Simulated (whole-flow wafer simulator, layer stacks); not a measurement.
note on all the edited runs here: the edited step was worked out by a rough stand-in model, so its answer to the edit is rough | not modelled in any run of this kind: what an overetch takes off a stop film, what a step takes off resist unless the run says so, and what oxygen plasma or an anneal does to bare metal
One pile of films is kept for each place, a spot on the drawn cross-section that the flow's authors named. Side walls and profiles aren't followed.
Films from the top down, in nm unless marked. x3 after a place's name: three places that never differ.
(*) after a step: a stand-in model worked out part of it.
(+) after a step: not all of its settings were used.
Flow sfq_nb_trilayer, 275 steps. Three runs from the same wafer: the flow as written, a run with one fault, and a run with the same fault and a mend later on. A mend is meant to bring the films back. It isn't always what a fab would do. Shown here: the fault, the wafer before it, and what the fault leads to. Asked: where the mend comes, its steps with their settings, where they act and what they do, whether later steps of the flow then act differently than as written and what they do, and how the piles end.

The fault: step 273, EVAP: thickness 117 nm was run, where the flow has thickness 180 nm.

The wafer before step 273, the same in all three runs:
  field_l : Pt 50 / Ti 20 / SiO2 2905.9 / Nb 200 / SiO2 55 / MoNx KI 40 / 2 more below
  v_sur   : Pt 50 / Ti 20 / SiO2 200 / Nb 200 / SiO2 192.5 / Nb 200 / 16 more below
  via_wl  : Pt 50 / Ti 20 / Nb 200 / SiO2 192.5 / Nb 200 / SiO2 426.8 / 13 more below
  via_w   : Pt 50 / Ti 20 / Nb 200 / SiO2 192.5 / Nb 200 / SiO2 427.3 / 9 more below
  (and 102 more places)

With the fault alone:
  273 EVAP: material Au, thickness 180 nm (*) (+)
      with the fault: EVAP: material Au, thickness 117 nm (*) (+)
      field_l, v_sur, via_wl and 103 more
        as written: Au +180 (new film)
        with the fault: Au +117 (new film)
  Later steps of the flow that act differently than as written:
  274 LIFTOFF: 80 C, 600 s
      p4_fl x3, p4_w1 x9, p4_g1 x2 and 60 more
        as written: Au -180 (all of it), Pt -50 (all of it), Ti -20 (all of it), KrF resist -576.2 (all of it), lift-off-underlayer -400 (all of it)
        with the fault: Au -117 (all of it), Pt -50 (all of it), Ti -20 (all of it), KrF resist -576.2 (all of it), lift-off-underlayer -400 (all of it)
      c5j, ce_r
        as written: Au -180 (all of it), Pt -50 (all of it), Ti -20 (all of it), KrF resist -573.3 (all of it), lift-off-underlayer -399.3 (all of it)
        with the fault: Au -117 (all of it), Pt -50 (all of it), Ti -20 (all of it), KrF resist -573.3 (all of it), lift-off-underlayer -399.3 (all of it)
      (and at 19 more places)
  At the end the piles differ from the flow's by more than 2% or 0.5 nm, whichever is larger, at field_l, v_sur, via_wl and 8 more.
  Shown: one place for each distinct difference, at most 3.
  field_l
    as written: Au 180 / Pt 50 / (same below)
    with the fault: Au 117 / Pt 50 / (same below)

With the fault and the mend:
  The mend comes after step 273.
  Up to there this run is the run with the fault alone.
  273a EVAP: material Au, thickness 63 nm (*) (+) (the flow's step 273 once more, with other settings)
      field_l, v_sur, via_wl and 103 more
        Au +63
  No later step of the flow acts differently than as written at any place that is followed.
  At the end the piles are the same as the flow's at every place that both follow.
